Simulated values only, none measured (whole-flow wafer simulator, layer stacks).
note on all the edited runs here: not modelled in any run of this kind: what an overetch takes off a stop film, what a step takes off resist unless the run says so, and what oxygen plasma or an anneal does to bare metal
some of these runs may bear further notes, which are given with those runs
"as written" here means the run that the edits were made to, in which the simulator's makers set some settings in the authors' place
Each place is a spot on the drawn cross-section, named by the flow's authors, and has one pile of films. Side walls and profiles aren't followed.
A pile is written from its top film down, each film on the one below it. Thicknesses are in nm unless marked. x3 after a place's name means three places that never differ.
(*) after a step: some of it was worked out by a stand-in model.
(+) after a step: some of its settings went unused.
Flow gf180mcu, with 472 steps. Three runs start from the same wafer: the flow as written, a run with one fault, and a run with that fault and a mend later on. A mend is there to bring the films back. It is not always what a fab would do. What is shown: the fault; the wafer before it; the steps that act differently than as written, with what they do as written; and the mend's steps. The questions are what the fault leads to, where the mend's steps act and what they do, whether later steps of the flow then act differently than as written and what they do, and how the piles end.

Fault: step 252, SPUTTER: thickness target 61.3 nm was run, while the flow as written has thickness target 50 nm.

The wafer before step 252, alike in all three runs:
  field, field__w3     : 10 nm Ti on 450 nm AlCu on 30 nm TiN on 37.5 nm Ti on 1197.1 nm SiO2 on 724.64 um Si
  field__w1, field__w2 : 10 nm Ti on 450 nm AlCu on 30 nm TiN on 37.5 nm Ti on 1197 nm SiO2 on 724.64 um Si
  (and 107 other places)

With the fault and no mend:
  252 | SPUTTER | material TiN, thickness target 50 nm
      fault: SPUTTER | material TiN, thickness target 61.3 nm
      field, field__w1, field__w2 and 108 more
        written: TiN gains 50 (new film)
        fault: TiN gains 61.3 (new film)
  Later steps of the flow acting differently than as written (not shown: 6 more steps that differ only slightly, by at most 2% or 0.5 nm, whichever is larger):
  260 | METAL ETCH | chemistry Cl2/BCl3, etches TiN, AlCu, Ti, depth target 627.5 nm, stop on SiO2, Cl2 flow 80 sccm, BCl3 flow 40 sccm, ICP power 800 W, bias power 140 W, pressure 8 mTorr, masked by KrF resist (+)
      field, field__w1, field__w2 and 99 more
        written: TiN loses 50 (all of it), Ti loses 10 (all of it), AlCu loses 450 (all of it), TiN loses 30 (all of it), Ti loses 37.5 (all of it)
        fault: TiN loses 61.3 (all of it), Ti loses 10 (all of it), AlCu loses 450 (all of it), TiN loses 30 (all of it), Ti loses 37.5 (all of it)
  The piles end different from the flow's at field__w8, contact, m1 and 6 more by more than 2% or 0.5 nm, whichever is larger.
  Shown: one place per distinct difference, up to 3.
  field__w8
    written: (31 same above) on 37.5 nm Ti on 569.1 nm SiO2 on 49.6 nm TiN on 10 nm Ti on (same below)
    fault: (31 same above) on 37.5 nm Ti on 557.8 nm SiO2 on 60.9 nm TiN on 10 nm Ti on (same below)
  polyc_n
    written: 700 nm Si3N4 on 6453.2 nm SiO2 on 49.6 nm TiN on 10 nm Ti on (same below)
    fault: 700 nm Si3N4 on 6441.9 nm SiO2 on 60.9 nm TiN on 10 nm Ti on (same below)
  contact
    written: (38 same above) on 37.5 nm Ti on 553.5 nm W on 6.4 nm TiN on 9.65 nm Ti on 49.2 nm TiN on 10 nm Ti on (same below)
    fault: (38 same above) on 37.5 nm Ti on 542.1 nm W on 6.45 nm TiN on 9.72 nm Ti on 60.5 nm TiN on 10 nm Ti on (same below)

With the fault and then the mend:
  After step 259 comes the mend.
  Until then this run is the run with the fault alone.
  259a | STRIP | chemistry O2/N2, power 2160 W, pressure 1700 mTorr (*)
      field__w8, contact, m1 and 6 more
        KrF resist loses 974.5 (all of it)
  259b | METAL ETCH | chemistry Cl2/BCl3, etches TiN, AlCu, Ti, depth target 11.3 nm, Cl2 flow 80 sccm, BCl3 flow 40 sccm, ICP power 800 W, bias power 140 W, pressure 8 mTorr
      field, field__w1, field__w2 and 108 more
        TiN loses 11.3
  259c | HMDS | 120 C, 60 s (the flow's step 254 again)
      leaves every film unchanged at each place that is followed
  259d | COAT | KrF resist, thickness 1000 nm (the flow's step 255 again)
      field, field__w1, field__w2 and 108 more
        KrF resist gains 1000 (new film)
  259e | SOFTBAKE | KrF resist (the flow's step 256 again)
      leaves every film unchanged at each place that is followed
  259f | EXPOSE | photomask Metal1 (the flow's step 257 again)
      leaves every film unchanged at each place that is followed
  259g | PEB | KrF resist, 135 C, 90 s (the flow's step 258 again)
      field, field__w1, field__w2 and 108 more
        KrF resist loses 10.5
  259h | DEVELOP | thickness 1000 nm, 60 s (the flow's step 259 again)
      field, field__w1, field__w2 and 99 more
        KrF resist loses 989.5 (all of it)
      field__w8, contact, m1 and 6 more
        KrF resist loses 14.9
  Every later step of the flow that is run acts as written at every place that is followed.
  The piles end the same as the flow's at every place that both follow.
